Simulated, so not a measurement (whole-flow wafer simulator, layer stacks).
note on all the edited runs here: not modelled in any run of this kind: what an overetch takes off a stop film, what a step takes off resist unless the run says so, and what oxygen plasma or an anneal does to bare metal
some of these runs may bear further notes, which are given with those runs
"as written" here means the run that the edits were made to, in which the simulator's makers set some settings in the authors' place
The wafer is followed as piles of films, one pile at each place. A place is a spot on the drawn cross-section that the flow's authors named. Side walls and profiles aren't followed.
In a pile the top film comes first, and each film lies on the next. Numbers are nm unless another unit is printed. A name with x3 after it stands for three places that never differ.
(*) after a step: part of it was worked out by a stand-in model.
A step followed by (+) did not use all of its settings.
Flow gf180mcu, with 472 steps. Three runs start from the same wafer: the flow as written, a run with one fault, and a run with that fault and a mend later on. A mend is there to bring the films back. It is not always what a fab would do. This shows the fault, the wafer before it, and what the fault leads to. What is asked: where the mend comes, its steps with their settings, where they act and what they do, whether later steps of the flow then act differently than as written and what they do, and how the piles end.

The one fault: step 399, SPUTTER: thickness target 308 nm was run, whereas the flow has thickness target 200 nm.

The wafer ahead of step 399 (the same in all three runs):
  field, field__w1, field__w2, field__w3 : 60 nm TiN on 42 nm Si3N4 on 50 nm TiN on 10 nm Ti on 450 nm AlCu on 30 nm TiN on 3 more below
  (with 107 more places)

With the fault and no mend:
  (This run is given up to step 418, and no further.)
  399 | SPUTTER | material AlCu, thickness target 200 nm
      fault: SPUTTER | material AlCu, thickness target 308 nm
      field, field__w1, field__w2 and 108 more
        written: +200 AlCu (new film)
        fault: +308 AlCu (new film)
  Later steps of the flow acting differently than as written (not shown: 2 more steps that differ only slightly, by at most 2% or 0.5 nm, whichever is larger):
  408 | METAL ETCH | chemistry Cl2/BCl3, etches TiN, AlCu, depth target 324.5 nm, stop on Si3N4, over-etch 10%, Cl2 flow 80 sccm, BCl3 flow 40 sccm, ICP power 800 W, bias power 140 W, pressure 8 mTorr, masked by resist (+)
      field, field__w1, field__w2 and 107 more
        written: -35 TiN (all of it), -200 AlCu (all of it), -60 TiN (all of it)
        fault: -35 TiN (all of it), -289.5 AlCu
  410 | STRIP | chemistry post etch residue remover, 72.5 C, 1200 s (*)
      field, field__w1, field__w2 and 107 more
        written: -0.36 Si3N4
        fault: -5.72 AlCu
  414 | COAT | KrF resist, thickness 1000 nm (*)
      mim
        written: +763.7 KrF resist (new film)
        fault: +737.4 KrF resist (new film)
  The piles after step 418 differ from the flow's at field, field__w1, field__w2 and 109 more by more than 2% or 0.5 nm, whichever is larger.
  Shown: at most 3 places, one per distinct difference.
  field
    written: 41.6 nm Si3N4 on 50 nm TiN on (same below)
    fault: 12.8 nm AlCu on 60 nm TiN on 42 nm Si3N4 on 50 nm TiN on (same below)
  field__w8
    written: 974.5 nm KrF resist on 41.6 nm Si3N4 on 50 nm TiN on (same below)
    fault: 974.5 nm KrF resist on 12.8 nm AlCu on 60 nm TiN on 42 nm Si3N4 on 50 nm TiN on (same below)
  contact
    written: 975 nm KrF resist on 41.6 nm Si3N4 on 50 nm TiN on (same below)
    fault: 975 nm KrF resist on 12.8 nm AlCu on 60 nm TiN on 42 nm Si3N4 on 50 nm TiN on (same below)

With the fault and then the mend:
  The mend follows step 399.
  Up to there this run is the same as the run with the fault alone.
  399a | METAL ETCH | chemistry Cl2/BCl3, etches TiN, AlCu, Ti, depth target 108 nm, Cl2 flow 80 sccm, BCl3 flow 40 sccm, ICP power 800 W, bias power 140 W, pressure 8 mTorr (the flow's step 260, run once more with other settings)
      field, field__w1, field__w2 and 108 more
        -108 AlCu
  Later steps of the flow that are run all act as written at every place that is followed.
  By the end, the piles equal the flow's at every place that both follow.
